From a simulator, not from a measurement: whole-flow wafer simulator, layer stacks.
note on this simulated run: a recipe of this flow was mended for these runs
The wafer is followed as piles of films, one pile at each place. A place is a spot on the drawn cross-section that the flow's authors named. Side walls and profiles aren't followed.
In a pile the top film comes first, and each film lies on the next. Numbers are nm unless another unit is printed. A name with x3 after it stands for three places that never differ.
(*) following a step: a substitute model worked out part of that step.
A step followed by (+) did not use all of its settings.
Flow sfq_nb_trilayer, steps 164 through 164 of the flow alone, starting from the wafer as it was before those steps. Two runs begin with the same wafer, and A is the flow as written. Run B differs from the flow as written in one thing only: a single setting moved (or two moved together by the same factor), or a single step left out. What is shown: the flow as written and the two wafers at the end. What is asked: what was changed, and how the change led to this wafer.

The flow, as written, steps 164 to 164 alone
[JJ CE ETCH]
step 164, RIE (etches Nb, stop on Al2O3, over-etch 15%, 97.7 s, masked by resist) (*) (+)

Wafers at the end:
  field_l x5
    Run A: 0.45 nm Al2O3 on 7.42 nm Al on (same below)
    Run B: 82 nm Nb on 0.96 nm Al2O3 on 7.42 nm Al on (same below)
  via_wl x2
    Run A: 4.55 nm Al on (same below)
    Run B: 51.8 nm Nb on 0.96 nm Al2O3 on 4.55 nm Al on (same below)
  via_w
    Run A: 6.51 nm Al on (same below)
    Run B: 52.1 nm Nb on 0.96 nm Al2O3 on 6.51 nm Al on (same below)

The reason: step 164, RIE: 44 s was run, whereas the flow has 97.7 s.

How this came from the change, step by step:
  step 164, RIE (etches Nb, stop on Al2O3, over-etch 15%, 97.7 s, masked by resist) (*) (+)
      field_l x5, v_sur x17, via_v and 76 more: A Nb loses 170 (all of it), Al2O3 loses 0.51 | B Nb loses 88
      via_wl x2: A Nb loses 139.9 (all of it), Al2O3 loses 0.96 (all of it) | B Nb loses 88
      (as well as at 5 more places)
Taking metal films that touch as one body, field_l x5 has 4 bodies (between them, from the top down: Al2O3 0.96; SiO2 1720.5; SiO2 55); the flow as written gives 3 bodies (between them, from the top down: SiO2 1720.5; SiO2 55).
Taking metal films that touch as one body, via_wl x2 has 6 bodies (between them, from the top down: Al2O3 0.96; SiO2 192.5; SiO2 192.5; SiO2 192.5; SiO2 192.5); the flow as written gives 5 bodies (between them, from the top down: SiO2 192.5; SiO2 192.5; SiO2 192.5; SiO2 192.5).
Taking metal films that touch as one body, via_w has 4 bodies (between them, from the top down: Al2O3 0.96; SiO2 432; SiO2 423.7); the flow as written gives 3 bodies (between them, from the top down: SiO2 432; SiO2 423.7).
